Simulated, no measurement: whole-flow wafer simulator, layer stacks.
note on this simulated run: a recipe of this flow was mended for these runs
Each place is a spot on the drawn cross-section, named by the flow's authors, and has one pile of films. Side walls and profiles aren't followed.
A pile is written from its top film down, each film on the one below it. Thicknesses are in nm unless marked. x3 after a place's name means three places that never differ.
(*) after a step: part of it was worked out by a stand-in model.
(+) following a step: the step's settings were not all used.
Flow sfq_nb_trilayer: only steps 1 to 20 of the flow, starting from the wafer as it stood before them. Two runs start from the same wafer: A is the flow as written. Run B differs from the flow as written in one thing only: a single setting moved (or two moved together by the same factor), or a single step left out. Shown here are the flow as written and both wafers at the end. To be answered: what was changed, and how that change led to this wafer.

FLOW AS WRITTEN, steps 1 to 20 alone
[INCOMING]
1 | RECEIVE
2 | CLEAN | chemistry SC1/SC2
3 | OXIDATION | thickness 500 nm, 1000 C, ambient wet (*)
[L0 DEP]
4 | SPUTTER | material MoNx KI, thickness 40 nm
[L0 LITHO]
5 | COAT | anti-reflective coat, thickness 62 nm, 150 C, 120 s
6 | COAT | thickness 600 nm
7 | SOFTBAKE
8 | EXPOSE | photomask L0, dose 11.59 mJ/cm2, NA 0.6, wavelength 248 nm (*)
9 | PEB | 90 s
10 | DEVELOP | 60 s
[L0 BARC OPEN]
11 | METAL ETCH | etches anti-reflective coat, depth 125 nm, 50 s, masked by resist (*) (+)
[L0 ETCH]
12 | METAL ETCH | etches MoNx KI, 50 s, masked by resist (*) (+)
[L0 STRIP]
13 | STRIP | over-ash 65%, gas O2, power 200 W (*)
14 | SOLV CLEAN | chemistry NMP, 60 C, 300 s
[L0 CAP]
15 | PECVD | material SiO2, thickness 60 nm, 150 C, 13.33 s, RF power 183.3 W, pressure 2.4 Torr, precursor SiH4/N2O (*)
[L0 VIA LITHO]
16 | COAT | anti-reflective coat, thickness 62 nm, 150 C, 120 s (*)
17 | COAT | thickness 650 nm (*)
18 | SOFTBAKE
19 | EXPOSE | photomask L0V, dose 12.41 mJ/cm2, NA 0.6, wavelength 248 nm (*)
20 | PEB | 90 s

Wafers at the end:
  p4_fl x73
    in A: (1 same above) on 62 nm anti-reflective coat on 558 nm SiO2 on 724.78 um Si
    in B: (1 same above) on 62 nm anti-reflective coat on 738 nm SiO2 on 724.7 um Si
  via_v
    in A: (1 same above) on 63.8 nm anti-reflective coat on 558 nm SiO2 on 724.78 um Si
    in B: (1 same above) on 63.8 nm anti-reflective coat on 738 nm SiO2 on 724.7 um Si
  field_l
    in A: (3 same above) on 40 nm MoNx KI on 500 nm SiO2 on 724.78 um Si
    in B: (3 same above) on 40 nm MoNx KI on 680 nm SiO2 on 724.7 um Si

The reason: step 3, OXIDATION: thickness 680 nm was run, though the flow has thickness 500 nm.
One can read it off the wafer: field_l has SiO2 680, and step 3 as written asks for 500 nm.

The path from the change to this, step by step:
  3 | OXIDATION | thickness 500 nm, 1000 C, ambient wet (*)
      field_l, v_sur, via_wl and 103 more: A +500 SiO2 (new film), -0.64 chemical SiO2 (all of it), -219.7 Si | B +680 SiO2 (new film), -0.64 chemical SiO2 (all of it), -298.9 Si
